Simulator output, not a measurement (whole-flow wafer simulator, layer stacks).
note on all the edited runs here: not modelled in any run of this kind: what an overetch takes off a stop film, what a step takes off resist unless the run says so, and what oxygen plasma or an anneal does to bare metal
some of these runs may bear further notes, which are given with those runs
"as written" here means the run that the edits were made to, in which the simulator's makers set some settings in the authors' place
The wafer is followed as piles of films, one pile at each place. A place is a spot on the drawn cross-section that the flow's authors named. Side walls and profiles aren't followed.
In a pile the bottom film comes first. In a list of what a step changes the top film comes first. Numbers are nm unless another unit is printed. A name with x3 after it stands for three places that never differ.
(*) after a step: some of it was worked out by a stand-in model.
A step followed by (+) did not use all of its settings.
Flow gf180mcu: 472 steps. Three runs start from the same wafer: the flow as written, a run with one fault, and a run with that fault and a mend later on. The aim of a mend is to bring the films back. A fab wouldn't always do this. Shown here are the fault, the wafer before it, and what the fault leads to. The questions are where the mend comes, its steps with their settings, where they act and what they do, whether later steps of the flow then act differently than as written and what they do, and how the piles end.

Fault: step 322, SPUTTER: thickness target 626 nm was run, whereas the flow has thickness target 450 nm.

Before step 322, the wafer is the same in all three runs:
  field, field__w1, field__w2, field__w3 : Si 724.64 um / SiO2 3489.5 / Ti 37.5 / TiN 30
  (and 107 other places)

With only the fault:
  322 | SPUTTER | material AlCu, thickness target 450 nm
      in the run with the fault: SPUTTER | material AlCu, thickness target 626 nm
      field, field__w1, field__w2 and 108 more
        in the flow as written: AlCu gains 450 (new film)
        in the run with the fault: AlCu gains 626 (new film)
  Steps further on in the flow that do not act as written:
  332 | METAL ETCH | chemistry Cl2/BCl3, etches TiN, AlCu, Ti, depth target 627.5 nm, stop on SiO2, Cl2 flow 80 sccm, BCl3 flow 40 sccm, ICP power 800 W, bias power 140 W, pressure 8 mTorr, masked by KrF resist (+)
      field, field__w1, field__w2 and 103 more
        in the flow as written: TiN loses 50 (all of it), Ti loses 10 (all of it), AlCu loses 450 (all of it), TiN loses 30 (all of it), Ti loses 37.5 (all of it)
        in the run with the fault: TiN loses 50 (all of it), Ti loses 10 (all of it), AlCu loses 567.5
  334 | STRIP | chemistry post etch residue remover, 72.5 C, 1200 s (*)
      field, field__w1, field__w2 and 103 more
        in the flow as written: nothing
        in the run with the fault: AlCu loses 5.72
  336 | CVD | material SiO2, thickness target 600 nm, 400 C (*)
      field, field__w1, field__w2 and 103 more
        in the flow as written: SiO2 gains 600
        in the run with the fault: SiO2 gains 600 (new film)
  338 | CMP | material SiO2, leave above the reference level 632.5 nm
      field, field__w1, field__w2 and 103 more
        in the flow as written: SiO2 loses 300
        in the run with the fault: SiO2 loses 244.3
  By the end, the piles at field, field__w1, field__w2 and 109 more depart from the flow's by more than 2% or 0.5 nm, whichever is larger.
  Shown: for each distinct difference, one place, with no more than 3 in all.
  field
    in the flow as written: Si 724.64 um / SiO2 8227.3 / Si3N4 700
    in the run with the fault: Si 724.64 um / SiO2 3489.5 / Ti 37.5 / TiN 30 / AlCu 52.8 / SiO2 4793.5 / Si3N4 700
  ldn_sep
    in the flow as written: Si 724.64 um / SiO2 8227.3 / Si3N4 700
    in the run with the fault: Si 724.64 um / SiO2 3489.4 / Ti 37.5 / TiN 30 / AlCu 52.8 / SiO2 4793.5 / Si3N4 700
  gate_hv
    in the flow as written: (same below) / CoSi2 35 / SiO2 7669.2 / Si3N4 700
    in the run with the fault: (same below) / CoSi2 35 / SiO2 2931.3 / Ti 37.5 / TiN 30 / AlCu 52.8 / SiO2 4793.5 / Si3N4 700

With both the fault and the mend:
  The mend follows step 322.
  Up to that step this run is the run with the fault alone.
  322a | METAL ETCH | chemistry Cl2/BCl3, etches TiN, AlCu, Ti, depth target 176 nm, Cl2 flow 80 sccm, BCl3 flow 40 sccm, ICP power 800 W, bias power 140 W, pressure 8 mTorr (a further turn of the flow's step 260, with different settings)
      field, field__w1, field__w2 and 108 more
        AlCu loses 176
  None of the later steps of the flow acts differently than as written at any place that is followed.
  The piles end the same as the flow's at every place that both follow.
